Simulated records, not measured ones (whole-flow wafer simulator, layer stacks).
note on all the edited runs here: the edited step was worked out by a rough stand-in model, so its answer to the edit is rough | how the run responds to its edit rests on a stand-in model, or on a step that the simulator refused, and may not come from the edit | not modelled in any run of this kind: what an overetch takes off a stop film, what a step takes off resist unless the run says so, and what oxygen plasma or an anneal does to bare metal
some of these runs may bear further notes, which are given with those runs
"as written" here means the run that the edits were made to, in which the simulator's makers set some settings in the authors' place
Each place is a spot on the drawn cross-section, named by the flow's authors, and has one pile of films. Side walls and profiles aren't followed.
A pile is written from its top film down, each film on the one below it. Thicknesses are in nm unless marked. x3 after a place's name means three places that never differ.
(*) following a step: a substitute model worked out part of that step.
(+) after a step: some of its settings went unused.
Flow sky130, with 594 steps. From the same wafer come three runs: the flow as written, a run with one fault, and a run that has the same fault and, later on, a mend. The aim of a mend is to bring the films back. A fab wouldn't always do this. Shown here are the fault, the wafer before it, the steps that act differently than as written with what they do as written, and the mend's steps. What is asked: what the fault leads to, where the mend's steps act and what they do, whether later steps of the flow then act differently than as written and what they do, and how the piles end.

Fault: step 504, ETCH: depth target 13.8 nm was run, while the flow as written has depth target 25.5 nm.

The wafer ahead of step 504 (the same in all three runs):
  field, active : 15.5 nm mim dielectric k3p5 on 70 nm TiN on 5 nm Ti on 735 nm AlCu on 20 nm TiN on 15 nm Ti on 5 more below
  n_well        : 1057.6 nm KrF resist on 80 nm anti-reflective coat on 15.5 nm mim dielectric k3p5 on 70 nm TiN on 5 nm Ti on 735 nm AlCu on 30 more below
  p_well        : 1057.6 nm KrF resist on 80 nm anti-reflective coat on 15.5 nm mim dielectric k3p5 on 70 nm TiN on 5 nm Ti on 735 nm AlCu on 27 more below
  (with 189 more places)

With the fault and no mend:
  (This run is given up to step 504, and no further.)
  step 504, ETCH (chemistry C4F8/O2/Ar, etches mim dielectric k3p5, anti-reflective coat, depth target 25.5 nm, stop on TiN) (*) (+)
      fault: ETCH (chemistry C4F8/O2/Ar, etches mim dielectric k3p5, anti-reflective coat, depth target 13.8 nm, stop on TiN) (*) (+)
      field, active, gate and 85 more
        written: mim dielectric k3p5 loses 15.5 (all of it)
        fault: mim dielectric k3p5 loses 13.8
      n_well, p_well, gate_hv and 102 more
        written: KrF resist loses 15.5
        fault: KrF resist loses 9.2
  The piles after step 504 differ from the flow's at field, active, gate and 85 more by more than 2% or 0.5 nm, whichever is larger.
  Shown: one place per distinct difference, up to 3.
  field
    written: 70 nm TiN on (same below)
    fault: 1.7 nm mim dielectric k3p5 on 70 nm TiN on (same below)

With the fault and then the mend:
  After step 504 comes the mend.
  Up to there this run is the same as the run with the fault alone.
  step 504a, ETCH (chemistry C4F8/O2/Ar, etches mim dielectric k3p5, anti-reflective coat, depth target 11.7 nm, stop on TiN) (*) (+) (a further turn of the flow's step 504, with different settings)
      n_well, p_well, gate_hv and 102 more
        KrF resist loses 1.7
      field, active, gate and 85 more
        mim dielectric k3p5 loses 1.7 (all of it)
  Every later step of the flow that is run acts as written, at every place that is followed, to within 2% or 0.5 nm, whichever is larger.
  The piles end the same as the flow's at every place that both follow.
